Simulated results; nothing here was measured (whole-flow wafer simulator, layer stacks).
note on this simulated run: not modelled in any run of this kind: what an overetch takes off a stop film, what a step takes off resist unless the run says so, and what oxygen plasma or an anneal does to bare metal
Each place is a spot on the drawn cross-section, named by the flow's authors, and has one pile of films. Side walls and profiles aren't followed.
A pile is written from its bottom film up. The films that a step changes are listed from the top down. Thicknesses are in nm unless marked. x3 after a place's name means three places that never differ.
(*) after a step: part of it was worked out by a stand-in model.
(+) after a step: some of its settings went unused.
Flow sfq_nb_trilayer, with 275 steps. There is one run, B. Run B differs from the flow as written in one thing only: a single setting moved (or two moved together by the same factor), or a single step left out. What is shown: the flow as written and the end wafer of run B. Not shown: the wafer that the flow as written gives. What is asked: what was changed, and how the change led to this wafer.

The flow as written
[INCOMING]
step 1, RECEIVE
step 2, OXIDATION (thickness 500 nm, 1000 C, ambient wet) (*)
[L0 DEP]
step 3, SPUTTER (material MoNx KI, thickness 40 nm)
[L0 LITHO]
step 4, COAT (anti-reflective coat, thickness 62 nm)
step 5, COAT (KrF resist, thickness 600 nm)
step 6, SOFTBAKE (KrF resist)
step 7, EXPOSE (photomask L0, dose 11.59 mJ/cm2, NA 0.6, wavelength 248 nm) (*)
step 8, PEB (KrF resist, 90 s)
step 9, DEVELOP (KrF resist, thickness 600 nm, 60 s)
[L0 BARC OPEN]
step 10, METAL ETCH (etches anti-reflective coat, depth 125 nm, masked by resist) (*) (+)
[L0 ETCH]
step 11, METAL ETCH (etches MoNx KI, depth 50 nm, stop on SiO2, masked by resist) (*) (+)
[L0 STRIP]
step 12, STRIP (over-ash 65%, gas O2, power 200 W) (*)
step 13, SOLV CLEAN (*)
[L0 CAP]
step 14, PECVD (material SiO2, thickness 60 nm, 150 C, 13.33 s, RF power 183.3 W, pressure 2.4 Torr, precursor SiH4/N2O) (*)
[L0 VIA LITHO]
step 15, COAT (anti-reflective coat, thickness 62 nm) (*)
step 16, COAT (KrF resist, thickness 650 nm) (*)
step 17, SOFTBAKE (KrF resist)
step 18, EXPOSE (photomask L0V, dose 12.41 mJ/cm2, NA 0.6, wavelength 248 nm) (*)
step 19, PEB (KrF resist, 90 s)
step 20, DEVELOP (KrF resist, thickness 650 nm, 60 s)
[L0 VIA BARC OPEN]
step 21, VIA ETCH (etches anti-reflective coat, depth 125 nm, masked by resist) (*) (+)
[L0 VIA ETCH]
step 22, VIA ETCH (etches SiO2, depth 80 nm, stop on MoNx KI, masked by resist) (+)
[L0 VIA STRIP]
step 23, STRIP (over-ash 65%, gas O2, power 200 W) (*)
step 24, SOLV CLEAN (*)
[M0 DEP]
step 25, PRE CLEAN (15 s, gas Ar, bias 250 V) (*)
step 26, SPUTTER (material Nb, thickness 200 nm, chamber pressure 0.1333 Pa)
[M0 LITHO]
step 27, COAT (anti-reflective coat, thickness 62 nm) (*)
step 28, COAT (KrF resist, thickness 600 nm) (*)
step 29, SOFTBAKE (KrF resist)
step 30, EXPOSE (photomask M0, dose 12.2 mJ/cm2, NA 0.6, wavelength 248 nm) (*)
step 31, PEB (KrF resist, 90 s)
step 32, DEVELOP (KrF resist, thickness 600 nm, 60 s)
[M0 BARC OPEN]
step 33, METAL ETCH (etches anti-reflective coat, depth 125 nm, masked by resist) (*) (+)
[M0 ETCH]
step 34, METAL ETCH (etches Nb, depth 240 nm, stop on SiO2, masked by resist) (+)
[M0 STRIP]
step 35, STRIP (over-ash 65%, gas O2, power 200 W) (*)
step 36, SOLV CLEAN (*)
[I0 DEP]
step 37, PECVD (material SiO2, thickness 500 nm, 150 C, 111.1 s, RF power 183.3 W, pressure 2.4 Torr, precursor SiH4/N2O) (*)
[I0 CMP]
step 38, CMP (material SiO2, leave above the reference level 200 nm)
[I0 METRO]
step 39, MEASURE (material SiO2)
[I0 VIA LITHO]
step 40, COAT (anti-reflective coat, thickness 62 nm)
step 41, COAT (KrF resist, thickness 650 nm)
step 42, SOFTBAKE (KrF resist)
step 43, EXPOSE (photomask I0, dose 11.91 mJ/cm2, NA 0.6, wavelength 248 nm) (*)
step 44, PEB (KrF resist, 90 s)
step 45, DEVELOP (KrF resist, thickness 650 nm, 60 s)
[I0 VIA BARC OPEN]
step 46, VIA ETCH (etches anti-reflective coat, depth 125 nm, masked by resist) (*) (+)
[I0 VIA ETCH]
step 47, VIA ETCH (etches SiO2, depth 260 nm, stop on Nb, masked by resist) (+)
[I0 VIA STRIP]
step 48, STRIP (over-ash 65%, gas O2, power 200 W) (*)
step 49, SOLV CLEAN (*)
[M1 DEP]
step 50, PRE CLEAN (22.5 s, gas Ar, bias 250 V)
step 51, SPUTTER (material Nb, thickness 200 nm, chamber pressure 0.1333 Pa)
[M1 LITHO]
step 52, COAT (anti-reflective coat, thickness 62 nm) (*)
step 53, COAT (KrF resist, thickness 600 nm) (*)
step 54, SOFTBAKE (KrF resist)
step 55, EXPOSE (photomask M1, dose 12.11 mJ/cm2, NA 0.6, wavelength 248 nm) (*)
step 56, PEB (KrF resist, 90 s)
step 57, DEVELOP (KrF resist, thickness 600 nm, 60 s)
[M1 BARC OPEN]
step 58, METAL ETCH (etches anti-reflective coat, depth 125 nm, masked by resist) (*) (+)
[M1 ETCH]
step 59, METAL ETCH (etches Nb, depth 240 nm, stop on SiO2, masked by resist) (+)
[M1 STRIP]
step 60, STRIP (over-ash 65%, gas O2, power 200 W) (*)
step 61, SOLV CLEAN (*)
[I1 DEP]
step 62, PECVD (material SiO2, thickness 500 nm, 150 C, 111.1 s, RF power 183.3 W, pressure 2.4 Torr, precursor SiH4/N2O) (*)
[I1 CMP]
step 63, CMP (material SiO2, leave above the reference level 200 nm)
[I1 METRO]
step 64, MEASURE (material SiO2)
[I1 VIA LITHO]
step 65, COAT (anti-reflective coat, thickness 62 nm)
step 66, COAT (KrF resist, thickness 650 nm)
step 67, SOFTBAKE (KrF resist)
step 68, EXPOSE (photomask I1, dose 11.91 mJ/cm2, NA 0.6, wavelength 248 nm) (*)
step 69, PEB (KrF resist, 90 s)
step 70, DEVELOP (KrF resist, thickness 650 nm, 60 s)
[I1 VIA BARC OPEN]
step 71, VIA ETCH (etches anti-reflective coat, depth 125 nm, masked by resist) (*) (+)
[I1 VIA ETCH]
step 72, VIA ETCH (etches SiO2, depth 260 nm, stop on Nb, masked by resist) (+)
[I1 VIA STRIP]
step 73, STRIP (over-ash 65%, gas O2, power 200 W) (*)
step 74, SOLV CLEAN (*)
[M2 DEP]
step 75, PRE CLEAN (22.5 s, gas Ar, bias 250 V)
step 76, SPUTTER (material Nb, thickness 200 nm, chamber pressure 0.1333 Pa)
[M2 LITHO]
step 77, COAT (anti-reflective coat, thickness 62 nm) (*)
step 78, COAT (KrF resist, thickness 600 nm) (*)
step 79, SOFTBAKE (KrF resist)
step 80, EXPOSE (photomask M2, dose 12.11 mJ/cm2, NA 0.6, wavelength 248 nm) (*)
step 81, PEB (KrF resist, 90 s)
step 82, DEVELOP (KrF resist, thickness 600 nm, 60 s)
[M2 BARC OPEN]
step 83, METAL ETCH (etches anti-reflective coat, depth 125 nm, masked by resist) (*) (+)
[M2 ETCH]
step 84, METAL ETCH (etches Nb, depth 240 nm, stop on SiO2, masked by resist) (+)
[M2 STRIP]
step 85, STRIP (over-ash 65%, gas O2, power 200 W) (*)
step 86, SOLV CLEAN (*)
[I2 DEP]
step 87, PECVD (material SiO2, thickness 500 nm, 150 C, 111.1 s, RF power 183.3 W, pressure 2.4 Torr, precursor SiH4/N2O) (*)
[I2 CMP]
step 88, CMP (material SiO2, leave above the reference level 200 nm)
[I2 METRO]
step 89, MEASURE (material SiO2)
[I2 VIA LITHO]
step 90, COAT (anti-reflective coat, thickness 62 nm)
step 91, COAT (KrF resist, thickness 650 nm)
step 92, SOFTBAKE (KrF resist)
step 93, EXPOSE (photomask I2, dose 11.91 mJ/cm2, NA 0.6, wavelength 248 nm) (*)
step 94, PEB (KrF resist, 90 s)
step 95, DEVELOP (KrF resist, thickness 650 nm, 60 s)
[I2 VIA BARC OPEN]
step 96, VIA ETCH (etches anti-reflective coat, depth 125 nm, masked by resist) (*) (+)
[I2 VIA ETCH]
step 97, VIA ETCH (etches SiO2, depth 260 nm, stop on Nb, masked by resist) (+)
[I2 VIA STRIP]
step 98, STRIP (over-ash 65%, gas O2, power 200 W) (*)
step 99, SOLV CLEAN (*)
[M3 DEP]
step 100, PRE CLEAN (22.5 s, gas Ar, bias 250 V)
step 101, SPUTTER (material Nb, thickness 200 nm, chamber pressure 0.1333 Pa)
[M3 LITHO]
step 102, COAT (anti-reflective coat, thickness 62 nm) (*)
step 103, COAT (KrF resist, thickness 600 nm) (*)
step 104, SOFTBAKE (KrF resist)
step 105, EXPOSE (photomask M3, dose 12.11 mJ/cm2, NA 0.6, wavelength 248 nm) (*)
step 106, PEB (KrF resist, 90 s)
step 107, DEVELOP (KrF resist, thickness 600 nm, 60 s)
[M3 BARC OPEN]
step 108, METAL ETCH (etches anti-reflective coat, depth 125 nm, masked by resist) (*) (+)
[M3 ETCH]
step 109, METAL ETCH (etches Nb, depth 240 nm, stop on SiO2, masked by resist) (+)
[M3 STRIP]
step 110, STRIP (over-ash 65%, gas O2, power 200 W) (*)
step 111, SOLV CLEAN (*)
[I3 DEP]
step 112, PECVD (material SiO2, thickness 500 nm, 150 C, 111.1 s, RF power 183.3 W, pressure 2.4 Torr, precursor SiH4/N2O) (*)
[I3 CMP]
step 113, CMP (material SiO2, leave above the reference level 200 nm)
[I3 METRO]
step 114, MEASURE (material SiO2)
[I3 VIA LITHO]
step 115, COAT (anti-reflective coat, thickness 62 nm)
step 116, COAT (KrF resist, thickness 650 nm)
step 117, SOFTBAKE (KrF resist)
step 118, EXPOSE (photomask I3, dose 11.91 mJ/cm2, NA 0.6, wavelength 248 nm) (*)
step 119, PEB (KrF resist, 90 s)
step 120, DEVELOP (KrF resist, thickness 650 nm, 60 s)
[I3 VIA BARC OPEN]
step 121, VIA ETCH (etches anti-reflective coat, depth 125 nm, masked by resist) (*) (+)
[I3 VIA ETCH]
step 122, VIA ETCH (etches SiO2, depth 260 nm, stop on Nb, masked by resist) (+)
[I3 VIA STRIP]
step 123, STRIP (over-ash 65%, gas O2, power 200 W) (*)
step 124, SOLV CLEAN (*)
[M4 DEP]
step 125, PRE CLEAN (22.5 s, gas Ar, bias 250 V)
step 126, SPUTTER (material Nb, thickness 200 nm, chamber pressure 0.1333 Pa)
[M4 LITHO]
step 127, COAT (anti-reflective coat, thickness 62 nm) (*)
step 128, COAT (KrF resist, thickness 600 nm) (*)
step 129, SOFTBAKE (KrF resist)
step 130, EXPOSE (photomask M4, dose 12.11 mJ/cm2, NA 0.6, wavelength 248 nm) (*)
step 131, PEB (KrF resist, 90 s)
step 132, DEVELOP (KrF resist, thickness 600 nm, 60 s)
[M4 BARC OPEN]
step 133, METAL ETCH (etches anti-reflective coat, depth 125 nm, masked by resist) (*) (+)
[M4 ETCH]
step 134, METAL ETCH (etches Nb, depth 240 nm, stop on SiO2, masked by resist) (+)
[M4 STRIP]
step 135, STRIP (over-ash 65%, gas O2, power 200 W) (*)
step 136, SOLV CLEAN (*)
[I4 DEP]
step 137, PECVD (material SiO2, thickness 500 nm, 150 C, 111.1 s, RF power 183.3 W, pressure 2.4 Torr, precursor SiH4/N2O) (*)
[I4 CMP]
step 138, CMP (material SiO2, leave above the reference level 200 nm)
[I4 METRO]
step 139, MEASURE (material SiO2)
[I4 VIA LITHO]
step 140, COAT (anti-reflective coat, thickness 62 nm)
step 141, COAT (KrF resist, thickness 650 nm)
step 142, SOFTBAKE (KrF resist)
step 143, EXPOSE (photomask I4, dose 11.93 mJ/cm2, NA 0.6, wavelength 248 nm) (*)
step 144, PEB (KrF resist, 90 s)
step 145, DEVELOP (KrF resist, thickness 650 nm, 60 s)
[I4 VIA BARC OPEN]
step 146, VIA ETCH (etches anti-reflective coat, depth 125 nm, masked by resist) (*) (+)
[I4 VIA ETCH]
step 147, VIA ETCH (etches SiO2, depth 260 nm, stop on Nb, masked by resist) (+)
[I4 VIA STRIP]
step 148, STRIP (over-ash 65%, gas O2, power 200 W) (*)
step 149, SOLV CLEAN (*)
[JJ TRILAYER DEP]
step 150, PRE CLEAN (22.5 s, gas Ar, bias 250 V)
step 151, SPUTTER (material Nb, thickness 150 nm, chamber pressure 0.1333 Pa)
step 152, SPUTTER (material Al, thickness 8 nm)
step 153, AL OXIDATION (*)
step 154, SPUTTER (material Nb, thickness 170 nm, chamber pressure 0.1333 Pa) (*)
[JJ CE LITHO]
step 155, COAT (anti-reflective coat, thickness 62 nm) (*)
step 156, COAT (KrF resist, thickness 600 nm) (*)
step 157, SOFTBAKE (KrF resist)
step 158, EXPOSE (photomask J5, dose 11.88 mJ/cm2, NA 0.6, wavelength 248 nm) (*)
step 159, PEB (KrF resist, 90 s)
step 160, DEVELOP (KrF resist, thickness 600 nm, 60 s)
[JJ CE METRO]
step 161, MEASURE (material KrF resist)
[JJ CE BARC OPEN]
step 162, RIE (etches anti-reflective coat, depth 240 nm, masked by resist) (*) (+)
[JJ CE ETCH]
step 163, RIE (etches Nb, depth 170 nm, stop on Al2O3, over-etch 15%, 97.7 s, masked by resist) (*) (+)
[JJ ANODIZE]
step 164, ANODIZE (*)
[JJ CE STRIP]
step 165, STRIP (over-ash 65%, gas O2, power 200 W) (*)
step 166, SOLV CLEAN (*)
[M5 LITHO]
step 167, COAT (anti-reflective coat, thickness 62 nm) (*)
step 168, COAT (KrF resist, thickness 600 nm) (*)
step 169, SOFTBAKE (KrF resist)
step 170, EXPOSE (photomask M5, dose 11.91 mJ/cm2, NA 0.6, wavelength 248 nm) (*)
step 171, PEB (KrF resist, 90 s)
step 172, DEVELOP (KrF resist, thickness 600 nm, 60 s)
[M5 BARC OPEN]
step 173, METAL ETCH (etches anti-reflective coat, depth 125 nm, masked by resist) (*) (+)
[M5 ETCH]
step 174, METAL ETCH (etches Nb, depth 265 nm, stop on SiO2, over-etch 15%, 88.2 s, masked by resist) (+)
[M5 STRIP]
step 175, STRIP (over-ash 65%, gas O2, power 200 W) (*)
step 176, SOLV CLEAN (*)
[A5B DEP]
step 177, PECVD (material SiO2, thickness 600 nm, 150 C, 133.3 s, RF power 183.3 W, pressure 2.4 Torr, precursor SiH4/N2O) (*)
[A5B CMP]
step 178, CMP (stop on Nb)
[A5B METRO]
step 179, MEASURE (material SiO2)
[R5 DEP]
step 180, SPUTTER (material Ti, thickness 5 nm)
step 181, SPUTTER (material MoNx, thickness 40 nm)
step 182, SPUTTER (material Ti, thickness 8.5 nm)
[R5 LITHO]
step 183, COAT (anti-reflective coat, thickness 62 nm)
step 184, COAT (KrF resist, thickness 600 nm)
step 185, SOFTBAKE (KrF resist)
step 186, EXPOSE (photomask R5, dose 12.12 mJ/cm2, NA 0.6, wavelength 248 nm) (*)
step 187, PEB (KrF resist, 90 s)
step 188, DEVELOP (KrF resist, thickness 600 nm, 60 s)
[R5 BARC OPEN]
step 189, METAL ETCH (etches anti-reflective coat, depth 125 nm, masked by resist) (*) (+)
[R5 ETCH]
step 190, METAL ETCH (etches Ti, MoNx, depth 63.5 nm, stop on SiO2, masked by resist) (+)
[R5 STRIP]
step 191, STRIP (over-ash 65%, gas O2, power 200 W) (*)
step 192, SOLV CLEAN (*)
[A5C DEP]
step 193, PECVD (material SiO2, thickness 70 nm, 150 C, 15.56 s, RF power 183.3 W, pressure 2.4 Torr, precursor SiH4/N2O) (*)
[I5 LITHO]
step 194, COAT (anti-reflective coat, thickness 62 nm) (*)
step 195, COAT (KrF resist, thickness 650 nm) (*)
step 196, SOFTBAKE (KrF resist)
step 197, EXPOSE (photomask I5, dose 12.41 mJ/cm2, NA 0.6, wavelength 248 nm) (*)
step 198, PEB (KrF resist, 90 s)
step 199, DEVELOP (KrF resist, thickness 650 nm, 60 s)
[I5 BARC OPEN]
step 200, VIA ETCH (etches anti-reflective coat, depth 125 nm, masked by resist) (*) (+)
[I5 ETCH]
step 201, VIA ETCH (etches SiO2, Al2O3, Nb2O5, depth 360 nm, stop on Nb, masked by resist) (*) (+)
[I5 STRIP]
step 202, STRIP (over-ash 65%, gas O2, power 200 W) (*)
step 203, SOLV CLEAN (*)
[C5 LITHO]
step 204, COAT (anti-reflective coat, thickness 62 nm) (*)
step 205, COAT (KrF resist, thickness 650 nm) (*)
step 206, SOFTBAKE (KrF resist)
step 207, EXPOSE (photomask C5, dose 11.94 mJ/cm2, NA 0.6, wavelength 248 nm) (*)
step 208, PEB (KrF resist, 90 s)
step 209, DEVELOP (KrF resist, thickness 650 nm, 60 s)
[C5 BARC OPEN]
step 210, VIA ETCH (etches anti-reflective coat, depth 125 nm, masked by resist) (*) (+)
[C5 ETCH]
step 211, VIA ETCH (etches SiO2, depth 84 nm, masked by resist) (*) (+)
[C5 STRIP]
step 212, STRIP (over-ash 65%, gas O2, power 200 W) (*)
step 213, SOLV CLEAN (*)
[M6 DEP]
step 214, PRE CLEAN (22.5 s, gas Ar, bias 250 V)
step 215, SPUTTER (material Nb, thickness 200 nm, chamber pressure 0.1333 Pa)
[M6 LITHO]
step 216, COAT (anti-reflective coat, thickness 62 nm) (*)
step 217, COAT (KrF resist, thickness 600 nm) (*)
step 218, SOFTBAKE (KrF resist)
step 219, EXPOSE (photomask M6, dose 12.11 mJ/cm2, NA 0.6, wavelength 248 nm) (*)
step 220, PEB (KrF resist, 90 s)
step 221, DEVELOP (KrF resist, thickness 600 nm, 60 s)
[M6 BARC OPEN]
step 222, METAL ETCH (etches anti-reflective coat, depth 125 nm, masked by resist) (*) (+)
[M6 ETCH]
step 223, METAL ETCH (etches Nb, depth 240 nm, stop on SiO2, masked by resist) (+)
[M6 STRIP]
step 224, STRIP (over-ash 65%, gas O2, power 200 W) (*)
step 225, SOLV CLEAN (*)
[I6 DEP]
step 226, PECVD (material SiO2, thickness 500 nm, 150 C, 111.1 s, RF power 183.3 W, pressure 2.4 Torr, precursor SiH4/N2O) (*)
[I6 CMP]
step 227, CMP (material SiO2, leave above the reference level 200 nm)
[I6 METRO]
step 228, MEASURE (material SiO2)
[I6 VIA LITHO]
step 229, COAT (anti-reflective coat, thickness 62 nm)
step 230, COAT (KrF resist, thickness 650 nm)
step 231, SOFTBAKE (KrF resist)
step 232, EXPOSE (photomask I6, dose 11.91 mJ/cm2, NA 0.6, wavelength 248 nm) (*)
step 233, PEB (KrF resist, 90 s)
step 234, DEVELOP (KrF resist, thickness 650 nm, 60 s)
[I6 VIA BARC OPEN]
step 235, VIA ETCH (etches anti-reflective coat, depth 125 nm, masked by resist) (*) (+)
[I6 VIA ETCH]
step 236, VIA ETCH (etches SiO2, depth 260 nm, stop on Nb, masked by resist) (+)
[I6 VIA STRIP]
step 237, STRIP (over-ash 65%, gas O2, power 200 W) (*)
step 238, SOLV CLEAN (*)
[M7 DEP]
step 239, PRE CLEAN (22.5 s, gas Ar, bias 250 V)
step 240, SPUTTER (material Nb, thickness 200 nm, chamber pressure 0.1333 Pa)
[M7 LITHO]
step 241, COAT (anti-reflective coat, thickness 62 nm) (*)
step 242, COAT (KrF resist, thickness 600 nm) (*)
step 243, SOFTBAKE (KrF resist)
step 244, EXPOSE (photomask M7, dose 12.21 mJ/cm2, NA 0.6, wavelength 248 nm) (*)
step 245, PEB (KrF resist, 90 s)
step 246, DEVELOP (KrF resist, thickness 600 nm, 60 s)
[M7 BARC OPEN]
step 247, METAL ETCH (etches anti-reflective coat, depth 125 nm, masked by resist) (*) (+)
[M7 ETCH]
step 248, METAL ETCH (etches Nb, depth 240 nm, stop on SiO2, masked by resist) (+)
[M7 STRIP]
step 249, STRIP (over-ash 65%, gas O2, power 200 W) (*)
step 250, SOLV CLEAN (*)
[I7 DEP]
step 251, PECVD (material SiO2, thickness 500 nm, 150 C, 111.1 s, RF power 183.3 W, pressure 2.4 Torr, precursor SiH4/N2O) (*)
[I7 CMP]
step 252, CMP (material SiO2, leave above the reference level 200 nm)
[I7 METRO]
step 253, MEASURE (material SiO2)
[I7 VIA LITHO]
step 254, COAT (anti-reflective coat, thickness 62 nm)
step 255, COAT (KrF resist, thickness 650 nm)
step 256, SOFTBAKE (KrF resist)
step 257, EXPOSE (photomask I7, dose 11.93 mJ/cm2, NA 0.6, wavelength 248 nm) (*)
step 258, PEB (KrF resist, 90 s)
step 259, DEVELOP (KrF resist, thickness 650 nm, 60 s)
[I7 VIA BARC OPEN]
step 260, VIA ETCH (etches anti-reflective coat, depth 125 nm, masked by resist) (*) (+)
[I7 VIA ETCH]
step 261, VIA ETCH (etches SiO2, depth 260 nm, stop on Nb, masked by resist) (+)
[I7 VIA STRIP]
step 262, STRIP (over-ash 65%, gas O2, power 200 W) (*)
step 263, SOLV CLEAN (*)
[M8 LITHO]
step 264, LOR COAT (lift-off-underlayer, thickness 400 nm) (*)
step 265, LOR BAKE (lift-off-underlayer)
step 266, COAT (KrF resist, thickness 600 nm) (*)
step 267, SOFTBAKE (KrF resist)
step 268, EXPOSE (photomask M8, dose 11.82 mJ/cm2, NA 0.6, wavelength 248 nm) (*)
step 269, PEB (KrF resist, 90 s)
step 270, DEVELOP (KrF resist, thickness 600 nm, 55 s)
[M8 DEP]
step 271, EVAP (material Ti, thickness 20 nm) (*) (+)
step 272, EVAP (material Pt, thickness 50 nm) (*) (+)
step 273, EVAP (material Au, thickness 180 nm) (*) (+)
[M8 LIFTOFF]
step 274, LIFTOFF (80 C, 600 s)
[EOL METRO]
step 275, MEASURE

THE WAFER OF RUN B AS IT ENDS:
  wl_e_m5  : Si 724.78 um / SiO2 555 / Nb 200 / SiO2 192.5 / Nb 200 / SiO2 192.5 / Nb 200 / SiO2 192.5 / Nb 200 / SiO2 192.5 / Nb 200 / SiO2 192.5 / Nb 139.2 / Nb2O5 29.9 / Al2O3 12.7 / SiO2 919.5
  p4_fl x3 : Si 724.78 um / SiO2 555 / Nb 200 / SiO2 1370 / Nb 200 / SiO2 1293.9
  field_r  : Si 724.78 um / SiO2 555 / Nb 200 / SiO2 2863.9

What caused this: step 227, CMP: leave above the reference level 118 nm was run, though the flow has leave above the reference level 200 nm.

How this came from the change, step by step:
  step 227, CMP (material SiO2, leave above the reference level 200 nm)
      field_l, p4_fl x3, p4_w1 x9 and 49 more: SiO2 loses 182 (in the flow as written it would be: SiO2 loses 100)
      v_sur, via_wl, via_w and 15 more: SiO2 loses 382 (in the flow as written it would be: SiO2 loses 300)
      (and at 26 other places as well)
  step 236, VIA ETCH (etches SiO2, depth 260 nm, stop on Nb, masked by resist) (+)
      field_l, v_sur, via_wl and 102 more: KrF resist loses 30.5 (in the flow as written it would be: KrF resist loses 44.8)
      via_v: SiO2 loses 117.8 (all of it) (in the flow as written it would be: SiO2 loses 199.8 (all of it))
  step 237, STRIP (over-ash 65%, gas O2, power 200 W) (*)
      field_l, v_sur, via_wl and 102 more: KrF resist loses 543 (all of it), anti-reflective coat loses 62 (all of it) (in the flow as written it would be: KrF resist loses 528.6 (all of it), anti-reflective coat loses 62 (all of it))
  step 240, SPUTTER (material Nb, thickness 200 nm, chamber pressure 0.1333 Pa)
      via_v: Nb gains 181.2 (in the flow as written it would be: Nb gains 161.1)
  step 241, COAT (anti-reflective coat, thickness 62 nm) (*)
      via_sp: anti-reflective coat gains 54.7 (new film) (in the flow as written it would be: anti-reflective coat gains 53.1 (new film))
      via_v: anti-reflective coat gains 106.7 (new film) (in the flow as written it would be: anti-reflective coat gains 126 (new film))
      (and at 1 other place as well)
  step 242, COAT (KrF resist, thickness 600 nm) (*)
      via_v: KrF resist gains 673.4 (new film) (in the flow as written it would be: KrF resist gains 742.5 (new film))
  step 249, STRIP (over-ash 65%, gas O2, power 200 W) (*)
      via_sp: KrF resist loses 379.3 (all of it), anti-reflective coat loses 54.7 (all of it) (in the flow as written it would be: KrF resist loses 373.6 (all of it), anti-reflective coat loses 53.1 (all of it))
      via_v: KrF resist loses 455.6 (all of it), anti-reflective coat loses 106.7 (all of it) (in the flow as written it would be: KrF resist loses 524.5 (all of it), anti-reflective coat loses 126 (all of it))
      (and at 1 other place as well)
  step 251, PECVD (material SiO2, thickness 500 nm, 150 C, 111.1 s, RF power 183.3 W, pressure 2.4 Torr, precursor SiH4/N2O) (*)
      via_v: SiO2 gains 500 (new film) (in the flow as written it would be: SiO2 gains 621 (new film))
  step 252, CMP (material SiO2, leave above the reference level 200 nm)
      via_v: SiO2 loses 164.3 (in the flow as written it would be: SiO2 loses 183.1)
